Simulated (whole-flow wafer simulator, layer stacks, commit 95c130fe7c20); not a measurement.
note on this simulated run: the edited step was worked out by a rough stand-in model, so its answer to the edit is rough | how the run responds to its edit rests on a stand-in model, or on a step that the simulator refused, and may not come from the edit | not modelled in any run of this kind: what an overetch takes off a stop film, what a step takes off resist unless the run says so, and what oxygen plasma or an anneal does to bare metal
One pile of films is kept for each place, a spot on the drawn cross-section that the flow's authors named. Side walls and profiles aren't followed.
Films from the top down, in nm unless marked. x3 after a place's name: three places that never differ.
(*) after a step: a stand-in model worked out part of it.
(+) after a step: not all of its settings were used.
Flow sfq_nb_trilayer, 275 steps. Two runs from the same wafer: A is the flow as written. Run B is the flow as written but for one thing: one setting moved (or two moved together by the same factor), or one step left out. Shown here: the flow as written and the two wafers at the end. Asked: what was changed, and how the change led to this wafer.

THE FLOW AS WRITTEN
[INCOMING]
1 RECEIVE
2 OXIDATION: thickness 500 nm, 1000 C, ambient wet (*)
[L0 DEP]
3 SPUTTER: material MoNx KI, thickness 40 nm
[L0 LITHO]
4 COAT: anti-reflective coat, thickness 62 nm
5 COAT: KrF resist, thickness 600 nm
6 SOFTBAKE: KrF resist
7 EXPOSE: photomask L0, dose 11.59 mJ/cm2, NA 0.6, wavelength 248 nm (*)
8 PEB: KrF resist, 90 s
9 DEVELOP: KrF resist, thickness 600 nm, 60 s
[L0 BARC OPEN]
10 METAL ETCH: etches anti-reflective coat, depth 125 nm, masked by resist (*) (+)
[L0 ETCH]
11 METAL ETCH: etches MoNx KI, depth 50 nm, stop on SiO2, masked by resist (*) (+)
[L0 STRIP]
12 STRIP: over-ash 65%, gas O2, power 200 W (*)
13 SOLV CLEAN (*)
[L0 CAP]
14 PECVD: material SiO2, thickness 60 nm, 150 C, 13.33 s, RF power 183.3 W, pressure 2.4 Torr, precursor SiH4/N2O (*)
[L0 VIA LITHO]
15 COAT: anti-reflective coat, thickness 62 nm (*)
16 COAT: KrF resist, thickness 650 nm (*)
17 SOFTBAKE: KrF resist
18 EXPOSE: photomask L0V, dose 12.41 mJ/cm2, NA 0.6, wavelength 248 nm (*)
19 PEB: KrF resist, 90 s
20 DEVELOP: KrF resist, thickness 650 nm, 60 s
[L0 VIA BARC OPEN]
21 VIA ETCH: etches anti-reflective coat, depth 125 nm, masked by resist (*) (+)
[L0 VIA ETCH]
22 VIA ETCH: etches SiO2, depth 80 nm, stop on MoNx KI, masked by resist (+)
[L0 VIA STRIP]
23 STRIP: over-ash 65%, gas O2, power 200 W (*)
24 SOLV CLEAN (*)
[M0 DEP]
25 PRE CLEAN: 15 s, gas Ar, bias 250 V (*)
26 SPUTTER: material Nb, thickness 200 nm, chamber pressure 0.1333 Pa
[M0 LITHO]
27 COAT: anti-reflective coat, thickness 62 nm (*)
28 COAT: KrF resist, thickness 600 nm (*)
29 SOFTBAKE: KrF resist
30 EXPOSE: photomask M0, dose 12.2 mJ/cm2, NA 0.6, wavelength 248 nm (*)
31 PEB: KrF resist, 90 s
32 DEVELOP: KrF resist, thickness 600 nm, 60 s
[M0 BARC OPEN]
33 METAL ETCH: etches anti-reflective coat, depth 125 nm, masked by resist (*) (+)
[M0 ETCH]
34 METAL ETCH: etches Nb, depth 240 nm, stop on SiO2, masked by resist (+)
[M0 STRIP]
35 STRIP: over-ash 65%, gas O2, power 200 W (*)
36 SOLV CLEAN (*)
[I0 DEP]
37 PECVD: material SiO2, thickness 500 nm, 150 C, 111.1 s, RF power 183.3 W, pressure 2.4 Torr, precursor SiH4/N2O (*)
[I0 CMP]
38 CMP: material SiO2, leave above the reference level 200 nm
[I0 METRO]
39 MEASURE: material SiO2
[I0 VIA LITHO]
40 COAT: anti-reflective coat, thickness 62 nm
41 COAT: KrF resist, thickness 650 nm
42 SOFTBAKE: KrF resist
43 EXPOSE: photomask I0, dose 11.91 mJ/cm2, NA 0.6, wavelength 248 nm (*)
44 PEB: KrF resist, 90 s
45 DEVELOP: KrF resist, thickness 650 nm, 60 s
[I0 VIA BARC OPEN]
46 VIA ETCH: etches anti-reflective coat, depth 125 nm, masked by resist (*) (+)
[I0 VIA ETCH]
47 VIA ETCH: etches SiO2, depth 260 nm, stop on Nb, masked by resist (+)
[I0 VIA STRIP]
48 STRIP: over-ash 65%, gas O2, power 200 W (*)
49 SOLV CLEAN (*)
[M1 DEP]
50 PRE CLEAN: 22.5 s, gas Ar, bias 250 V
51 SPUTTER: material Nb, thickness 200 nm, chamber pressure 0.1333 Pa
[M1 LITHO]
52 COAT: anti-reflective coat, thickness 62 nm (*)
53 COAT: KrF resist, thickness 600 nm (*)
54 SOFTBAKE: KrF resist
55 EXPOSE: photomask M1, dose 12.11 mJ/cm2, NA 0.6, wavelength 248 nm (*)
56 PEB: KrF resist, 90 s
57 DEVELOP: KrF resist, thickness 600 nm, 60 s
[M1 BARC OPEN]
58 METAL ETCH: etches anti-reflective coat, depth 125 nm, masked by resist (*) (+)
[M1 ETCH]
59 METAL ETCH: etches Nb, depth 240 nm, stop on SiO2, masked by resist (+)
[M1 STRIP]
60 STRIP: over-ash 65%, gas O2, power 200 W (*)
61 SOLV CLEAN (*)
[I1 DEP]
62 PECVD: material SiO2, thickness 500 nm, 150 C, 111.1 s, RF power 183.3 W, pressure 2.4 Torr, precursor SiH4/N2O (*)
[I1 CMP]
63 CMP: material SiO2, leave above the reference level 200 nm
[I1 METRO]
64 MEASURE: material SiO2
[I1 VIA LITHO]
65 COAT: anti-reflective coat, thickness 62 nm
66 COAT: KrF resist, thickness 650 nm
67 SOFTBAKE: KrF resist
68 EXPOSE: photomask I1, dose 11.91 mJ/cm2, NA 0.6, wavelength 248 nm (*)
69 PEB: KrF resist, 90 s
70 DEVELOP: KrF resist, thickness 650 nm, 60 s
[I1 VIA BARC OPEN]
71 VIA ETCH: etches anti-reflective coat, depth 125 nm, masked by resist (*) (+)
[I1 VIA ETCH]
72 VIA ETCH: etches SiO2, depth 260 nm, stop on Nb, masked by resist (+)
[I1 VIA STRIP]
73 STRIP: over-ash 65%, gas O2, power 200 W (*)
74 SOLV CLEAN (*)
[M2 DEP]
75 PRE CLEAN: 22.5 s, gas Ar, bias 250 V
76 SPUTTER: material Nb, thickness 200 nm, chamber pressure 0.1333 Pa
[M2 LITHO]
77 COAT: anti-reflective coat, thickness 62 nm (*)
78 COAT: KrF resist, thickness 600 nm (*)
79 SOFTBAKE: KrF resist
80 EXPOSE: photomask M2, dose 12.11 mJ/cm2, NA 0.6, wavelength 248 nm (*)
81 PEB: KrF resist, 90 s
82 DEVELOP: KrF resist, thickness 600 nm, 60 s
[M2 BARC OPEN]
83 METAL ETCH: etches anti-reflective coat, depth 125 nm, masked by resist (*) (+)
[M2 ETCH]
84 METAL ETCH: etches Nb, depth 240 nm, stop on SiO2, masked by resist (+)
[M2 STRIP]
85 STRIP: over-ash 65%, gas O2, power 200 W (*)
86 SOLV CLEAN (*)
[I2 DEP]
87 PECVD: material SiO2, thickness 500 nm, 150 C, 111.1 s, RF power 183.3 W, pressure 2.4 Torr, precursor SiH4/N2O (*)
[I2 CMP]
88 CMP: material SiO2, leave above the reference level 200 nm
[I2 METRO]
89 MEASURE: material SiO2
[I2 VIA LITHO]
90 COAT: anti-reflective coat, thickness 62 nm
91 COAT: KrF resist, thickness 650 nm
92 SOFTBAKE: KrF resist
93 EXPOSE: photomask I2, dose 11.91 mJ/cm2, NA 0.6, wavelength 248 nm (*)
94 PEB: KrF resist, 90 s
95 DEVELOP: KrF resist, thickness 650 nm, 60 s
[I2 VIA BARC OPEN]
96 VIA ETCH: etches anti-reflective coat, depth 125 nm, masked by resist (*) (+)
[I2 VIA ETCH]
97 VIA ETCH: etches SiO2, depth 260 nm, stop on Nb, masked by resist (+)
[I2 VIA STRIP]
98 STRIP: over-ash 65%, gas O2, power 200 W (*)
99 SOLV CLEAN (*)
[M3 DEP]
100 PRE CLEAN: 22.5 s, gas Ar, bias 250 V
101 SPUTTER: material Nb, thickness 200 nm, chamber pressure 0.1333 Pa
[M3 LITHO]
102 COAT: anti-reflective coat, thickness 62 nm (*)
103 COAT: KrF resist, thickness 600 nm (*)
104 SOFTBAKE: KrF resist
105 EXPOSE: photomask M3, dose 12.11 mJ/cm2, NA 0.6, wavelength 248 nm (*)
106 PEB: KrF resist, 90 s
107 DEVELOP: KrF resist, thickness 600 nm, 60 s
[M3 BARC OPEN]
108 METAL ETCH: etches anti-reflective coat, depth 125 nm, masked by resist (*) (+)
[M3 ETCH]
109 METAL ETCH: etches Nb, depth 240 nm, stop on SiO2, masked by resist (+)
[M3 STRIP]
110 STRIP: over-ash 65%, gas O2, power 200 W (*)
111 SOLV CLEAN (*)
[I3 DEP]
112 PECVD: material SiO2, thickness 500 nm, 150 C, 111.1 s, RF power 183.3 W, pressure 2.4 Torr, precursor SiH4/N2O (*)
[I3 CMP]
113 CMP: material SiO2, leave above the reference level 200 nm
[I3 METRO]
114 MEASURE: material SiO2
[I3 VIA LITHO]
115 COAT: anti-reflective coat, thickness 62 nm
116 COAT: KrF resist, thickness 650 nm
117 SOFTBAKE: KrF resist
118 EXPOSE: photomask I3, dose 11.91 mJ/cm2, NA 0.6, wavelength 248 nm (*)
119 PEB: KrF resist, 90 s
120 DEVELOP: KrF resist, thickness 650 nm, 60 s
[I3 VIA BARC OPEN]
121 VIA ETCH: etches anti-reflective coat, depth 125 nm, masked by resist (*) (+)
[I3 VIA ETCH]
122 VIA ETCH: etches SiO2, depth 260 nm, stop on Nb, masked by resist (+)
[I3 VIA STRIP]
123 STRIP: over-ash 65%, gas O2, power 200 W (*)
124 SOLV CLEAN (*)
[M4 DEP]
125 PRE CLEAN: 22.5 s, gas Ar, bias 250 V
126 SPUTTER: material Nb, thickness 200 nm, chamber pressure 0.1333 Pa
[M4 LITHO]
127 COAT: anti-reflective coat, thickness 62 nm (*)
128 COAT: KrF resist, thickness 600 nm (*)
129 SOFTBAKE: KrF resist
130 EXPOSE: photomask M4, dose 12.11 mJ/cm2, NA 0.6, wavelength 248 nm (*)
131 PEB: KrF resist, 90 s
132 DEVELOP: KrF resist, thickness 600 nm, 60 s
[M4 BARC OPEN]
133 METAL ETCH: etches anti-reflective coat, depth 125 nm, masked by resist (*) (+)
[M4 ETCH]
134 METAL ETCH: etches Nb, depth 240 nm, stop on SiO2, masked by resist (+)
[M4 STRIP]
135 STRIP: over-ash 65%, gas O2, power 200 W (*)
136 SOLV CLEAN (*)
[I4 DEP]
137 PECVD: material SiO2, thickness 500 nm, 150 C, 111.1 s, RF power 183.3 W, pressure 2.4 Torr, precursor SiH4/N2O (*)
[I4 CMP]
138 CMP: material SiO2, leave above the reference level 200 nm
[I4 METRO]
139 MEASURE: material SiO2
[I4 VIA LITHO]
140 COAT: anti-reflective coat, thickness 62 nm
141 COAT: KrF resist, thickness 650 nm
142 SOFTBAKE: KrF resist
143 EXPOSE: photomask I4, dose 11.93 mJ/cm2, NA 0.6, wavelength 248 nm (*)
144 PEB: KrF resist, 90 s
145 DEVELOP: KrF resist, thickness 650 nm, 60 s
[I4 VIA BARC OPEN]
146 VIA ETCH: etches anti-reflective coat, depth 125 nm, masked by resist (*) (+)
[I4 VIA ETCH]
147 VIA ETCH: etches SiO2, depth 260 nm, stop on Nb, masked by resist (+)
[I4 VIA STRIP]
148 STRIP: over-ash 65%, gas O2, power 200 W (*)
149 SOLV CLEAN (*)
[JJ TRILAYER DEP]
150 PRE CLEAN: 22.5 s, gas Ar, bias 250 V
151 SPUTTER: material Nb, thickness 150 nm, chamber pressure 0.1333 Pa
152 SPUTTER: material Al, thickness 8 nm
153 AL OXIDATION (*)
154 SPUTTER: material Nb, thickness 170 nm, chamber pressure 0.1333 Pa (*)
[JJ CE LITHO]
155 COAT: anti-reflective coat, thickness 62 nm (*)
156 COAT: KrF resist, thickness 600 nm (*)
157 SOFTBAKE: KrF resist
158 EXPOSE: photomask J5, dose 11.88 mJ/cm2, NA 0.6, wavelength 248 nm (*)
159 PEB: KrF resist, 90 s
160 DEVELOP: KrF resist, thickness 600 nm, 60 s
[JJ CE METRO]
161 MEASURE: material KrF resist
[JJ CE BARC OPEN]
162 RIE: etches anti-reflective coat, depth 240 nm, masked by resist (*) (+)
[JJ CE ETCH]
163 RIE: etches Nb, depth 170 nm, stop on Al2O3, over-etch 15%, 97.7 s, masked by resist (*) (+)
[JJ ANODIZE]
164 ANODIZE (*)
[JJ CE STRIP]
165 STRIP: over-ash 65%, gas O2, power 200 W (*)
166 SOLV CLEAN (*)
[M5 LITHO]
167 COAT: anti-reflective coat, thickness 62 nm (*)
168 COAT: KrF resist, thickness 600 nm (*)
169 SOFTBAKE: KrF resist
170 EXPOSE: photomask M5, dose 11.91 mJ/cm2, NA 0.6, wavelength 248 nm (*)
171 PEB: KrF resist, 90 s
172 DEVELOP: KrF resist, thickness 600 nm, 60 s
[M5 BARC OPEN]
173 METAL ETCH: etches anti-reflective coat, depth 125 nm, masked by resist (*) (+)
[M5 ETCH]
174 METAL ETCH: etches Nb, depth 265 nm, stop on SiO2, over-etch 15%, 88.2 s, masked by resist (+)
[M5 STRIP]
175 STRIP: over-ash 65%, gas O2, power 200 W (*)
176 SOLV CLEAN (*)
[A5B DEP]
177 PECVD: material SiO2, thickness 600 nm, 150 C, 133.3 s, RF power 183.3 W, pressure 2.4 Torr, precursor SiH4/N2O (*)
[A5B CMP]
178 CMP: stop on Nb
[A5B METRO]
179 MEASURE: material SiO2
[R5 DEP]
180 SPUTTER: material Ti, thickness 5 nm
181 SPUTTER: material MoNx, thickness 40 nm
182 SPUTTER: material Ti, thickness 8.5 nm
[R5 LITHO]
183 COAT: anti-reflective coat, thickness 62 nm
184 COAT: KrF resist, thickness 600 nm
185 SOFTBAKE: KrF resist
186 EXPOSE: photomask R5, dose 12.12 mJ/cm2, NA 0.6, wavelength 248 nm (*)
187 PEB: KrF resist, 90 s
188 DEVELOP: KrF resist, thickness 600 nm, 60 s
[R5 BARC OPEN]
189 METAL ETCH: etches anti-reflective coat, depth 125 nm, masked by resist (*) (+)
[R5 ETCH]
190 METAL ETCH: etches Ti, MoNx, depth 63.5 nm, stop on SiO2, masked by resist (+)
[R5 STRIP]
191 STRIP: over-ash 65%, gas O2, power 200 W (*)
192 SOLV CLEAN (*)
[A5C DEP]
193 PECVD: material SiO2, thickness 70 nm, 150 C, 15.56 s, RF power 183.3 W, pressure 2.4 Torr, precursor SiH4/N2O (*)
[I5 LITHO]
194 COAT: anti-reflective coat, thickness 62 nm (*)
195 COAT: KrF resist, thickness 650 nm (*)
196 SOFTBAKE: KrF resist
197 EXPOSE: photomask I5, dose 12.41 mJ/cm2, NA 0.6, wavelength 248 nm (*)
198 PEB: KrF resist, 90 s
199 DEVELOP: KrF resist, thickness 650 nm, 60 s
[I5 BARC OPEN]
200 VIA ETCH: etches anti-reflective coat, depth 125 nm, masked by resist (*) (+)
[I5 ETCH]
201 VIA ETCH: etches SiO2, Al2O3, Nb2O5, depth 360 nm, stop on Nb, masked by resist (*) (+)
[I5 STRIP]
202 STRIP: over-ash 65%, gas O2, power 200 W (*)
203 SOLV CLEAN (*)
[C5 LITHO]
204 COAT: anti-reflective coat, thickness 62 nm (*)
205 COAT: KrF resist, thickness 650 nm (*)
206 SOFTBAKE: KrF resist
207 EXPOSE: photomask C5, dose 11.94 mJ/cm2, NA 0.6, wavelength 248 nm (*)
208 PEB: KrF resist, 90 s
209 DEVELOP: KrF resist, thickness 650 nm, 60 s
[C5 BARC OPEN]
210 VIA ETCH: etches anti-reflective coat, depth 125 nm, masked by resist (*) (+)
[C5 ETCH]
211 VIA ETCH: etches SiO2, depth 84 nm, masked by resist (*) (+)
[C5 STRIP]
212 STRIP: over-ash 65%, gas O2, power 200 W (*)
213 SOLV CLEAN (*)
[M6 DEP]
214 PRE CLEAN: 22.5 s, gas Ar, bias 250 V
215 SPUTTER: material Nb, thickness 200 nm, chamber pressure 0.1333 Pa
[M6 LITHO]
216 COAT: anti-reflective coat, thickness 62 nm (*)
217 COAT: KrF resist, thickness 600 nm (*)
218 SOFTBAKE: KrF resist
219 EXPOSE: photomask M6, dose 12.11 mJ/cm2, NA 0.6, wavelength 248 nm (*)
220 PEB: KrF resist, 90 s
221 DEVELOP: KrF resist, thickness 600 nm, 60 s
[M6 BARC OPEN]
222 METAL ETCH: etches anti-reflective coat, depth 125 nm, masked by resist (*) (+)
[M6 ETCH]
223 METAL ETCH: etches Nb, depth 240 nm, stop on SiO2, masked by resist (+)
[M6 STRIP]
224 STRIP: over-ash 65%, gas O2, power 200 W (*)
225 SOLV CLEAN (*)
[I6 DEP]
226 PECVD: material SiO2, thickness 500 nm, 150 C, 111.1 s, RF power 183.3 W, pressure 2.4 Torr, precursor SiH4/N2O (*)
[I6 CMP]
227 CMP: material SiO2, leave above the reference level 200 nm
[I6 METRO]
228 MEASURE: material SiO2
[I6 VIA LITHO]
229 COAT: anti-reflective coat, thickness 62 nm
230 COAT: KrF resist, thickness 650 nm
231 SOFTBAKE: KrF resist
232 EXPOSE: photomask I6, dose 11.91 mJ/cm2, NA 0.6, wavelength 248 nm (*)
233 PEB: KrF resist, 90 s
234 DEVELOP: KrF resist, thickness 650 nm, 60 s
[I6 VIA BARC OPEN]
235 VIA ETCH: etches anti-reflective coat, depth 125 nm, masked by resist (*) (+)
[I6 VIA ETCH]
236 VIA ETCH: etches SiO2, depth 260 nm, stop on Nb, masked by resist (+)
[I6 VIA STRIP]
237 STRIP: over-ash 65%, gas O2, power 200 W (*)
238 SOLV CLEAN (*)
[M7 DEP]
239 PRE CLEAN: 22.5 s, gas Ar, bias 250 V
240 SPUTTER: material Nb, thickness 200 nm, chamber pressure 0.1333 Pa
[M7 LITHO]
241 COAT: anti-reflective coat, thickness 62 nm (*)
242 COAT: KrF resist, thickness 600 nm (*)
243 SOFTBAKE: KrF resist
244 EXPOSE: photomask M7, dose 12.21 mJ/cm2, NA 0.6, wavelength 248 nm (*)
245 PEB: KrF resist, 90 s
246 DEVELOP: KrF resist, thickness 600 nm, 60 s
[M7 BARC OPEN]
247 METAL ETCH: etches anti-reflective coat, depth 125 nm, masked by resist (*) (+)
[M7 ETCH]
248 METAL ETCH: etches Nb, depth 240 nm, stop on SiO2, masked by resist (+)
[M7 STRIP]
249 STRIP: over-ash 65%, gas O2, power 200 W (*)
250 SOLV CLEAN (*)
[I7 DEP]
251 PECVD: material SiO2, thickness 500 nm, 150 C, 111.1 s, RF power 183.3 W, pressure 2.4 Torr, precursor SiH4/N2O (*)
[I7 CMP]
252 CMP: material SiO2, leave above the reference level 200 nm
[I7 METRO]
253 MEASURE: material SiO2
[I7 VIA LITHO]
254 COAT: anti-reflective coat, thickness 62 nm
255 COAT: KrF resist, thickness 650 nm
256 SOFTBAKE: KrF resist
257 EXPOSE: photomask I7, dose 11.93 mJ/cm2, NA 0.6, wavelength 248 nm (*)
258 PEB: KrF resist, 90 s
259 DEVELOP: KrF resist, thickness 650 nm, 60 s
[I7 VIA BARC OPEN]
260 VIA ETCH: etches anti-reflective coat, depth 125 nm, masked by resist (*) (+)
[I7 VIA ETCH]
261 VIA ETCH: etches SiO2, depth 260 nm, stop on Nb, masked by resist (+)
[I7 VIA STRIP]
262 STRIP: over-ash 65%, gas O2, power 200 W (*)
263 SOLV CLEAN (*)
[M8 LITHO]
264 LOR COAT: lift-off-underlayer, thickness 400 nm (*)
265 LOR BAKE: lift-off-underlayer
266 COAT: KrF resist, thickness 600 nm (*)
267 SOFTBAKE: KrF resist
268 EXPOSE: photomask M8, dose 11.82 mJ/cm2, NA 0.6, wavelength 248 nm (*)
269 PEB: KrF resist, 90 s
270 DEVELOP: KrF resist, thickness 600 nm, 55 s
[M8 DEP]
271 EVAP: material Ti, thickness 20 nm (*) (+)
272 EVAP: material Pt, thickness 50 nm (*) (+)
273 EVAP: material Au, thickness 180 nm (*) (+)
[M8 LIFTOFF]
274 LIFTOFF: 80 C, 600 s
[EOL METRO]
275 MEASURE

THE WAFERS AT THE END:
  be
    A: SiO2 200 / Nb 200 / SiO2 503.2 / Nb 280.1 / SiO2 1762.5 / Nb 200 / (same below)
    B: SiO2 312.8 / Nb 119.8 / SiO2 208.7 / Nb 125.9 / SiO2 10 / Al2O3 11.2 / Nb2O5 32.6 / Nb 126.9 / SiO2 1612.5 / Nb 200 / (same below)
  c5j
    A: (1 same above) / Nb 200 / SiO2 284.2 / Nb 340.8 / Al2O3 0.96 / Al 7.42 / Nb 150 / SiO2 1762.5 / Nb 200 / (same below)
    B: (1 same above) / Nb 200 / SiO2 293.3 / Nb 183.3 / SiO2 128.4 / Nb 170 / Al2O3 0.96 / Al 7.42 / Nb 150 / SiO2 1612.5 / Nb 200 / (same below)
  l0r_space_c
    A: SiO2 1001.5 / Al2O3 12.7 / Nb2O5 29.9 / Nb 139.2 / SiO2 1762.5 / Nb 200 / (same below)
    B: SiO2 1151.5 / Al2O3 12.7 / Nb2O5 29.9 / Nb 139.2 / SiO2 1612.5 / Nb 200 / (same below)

The cause: step 137, PECVD: thickness 250 nm was run, where the flow has thickness 500 nm; step 137, PECVD: 55.56 s was run, where the flow has 111.1 s.

How the change led to this, step by step:
  137 PECVD: material SiO2, thickness 500 nm, 150 C, 111.1 s, RF power 183.3 W, pressure 2.4 Torr, precursor SiH4/N2O (*)
      field_l, be, be_sur and 55 more: A SiO2 +500 | B SiO2 +250
      v_sur, via_wl, via_w and 35 more: A SiO2 +500 (new film) | B SiO2 +250 (new film)
      (and at 10 more places)
  138 CMP: material SiO2, leave above the reference level 200 nm
      field_l, be, be_sur and 55 more: A SiO2 -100 | B nothing
      p3_s0, p3_s1, p3_s2, p3_s3, p3_s4, p3_s5: A SiO2 -157.1 | B nothing
      (and at 42 more places)
  140 COAT: anti-reflective coat, thickness 62 nm
      ce_l, ce_r, sp_r, r_sur, r_end, l0r_line_r: A anti-reflective coat +62 (new film) | B anti-reflective coat +64.3 (new film)
      m0r_space_l, m0r_space_r, m6r_space_l, m6r_space_r, m7r_space_l, m7r_space_r: A anti-reflective coat +62 (new film) | B anti-reflective coat +80 (new film)
      (and at 76 more places)
  141 COAT: KrF resist, thickness 650 nm
      m0r_line_l, m0r_line_r, m6r_line_l, m6r_line_r, m7r_line_l, m7r_line_r: A KrF resist +650 (new film) | B KrF resist +679.6 (new film)
      m0r_space_l, m0r_space_r, m6r_space_l, m6r_space_r, m7r_space_l, m7r_space_r: A KrF resist +650 (new film) | B KrF resist +669.1 (new film)
      (and at 72 more places)
  145 DEVELOP: KrF resist, thickness 650 nm, 60 s
      via_wl: A KrF resist -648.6 (all of it) | B KrF resist -589.3 (all of it)
      via_w: A KrF resist -648.6 (all of it) | B KrF resist -596.4 (all of it)
      (and at 1 more place)
  146 VIA ETCH: etches anti-reflective coat, depth 125 nm, masked by resist (*) (+)
      field_l, v_sur, via_sp and 100 more: A KrF resist -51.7 | B KrF resist -42
      via_wl: A anti-reflective coat -62 (all of it), SiO2 -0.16 | B anti-reflective coat -50.2 (all of it), SiO2 -0.13
      (and at 2 more places)
  148 STRIP: over-ash 65%, gas O2, power 200 W (*)
      m0r_line_l, m0r_line_r, m6r_line_l, m6r_line_r, m7r_line_l, m7r_line_r: A KrF resist -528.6 (all of it), anti-reflective coat -62 (all of it) | B KrF resist -567.8 (all of it), anti-reflective coat -62.4 (all of it)
      m0r_space_l, m0r_space_r, m6r_space_l, m6r_space_r, m7r_space_l, m7r_space_r: A KrF resist -528.6 (all of it), anti-reflective coat -62 (all of it) | B KrF resist -557.3 (all of it), anti-reflective coat -80 (all of it)
      (and at 83 more places)
  151 SPUTTER: material Nb, thickness 150 nm, chamber pressure 0.1333 Pa
      lsp_r, l0_sur, l0v: A Nb +150 (new film) | B Nb +144.4 (new film)
      be, lsp_l: A Nb +150 (new film) | B Nb +138.6 (new film)
      (and at 1 more place)
  152 SPUTTER: material Al, thickness 8 nm
      be, lsp_l: A Al +8 (new film) | B Al +7.39 (new film)
      via_v: A Al +8 (new film) | B Al +6.13 (new film)
  154 SPUTTER: material Nb, thickness 170 nm, chamber pressure 0.1333 Pa (*)
      lsp_r, l0_sur, l0v: A Nb +170 (new film) | B Nb +163.5 (new film)
      be, lsp_l: A Nb +170 (new film) | B Nb +156 (new film)
      (and at 1 more place)
  155 COAT: anti-reflective coat, thickness 62 nm (*)
      ce_r, sp_r, be_r: A anti-reflective coat +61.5 (new film) | B anti-reflective coat +63.7 (new film)
      p3_l1, p3_l3, p3_l4: A anti-reflective coat +62 (new film) | B anti-reflective coat +45.3 (new film)
      (and at 84 more places)
  156 COAT: KrF resist, thickness 600 nm (*)
      m0r_space_l, m6r_space_l, m7r_space_l, m8r_pad_w: A KrF resist +600 (new film) | B KrF resist +619.6 (new film)
      m0r_line_l, m6r_line_l, m7r_line_l: A KrF resist +600 (new film) | B KrF resist +627.8 (new film)
      (and at 76 more places)
  160 DEVELOP: KrF resist, thickness 600 nm, 60 s
      m0r_space_l, m6r_space_l, m7r_space_l, m8r_pad_w: A KrF resist -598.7 (all of it) | B KrF resist -618.3 (all of it)
      m0r_line_l, m6r_line_l, m7r_line_l: A KrF resist -598.7 (all of it) | B KrF resist -626.5 (all of it)
      (and at 75 more places)
  162 RIE: etches anti-reflective coat, depth 240 nm, masked by resist (*) (+)
      ce_l, c5j, ce_r, wl_jj: A KrF resist -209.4 | B KrF resist -202.8
      p3_l1, p3_l3, p3_l4: A anti-reflective coat -62 (all of it) | B anti-reflective coat -45.3 (all of it)
      (and at 83 more places)
  163 RIE: etches Nb, depth 170 nm, stop on Al2O3, over-etch 15%, 97.7 s, masked by resist (*) (+)
      be, lsp_l: A Nb -170 (all of it), Al2O3 -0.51 | B Nb -156 (all of it), Al2O3 -0.96 (all of it)
      via_v: A Nb -170 (all of it), Al2O3 -0.51 | B Nb -126.3 (all of it), Al2O3 -0.96 (all of it)
      (and at 3 more places)
  164 ANODIZE (*)
      be, lsp_l: A Al2O3 +12.2, Nb2O5 +29.9 (new film), Al -7.42 (all of it), Nb -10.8 | B Al2O3 +11.2 (new film), Nb2O5 +32.6 (new film), Al -6.81 (all of it), Nb -11.7
      via_v: A Al2O3 +12.2, Nb2O5 +29.9 (new film), Al -7.42 (all of it), Nb -10.8 | B Al2O3 +9.16 (new film), Nb2O5 +36.3 (new film), Al -5.55 (all of it), Nb -13
      (and at 3 more places)
  ... 46 more steps ...
  274 LIFTOFF: 80 C, 600 s
      be: A Au -180 (all of it), Pt -50 (all of it), Ti -20 (all of it), KrF resist -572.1 (all of it), lift-off-underlayer -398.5 (all of it) | B Au -180 (all of it), Pt -50 (all of it), Ti -20 (all of it), KrF resist -613.8 (all of it), lift-off-underlayer -720.8 (all of it)
      be_sur: A Au -180 (all of it), Pt -50 (all of it), Ti -20 (all of it), KrF resist -572.6 (all of it), lift-off-underlayer -398.9 (all of it) | B Au -180 (all of it), Pt -50 (all of it), Ti -20 (all of it), KrF resist -587.3 (all of it), lift-off-underlayer -366.3 (all of it)
      (and at 1 more place)
Counting metal films that touch as one body, be has 4 bodies (between them, from the top down: SiO2 208.7; SiO2 10 / Al2O3 11.2 / Nb2O5 32.6; SiO2 1612.5); the flow as written gives 3 bodies (between them, from the top down: SiO2 503.2; SiO2 1762.5).
Counting metal films that touch as one body, c5j has 5 bodies (between them, from the top down: SiO2 293.3; SiO2 128.4; Al2O3 0.96; SiO2 1612.5); the flow as written gives 4 bodies (between them, from the top down: SiO2 284.2; Al2O3 0.96; SiO2 1762.5).
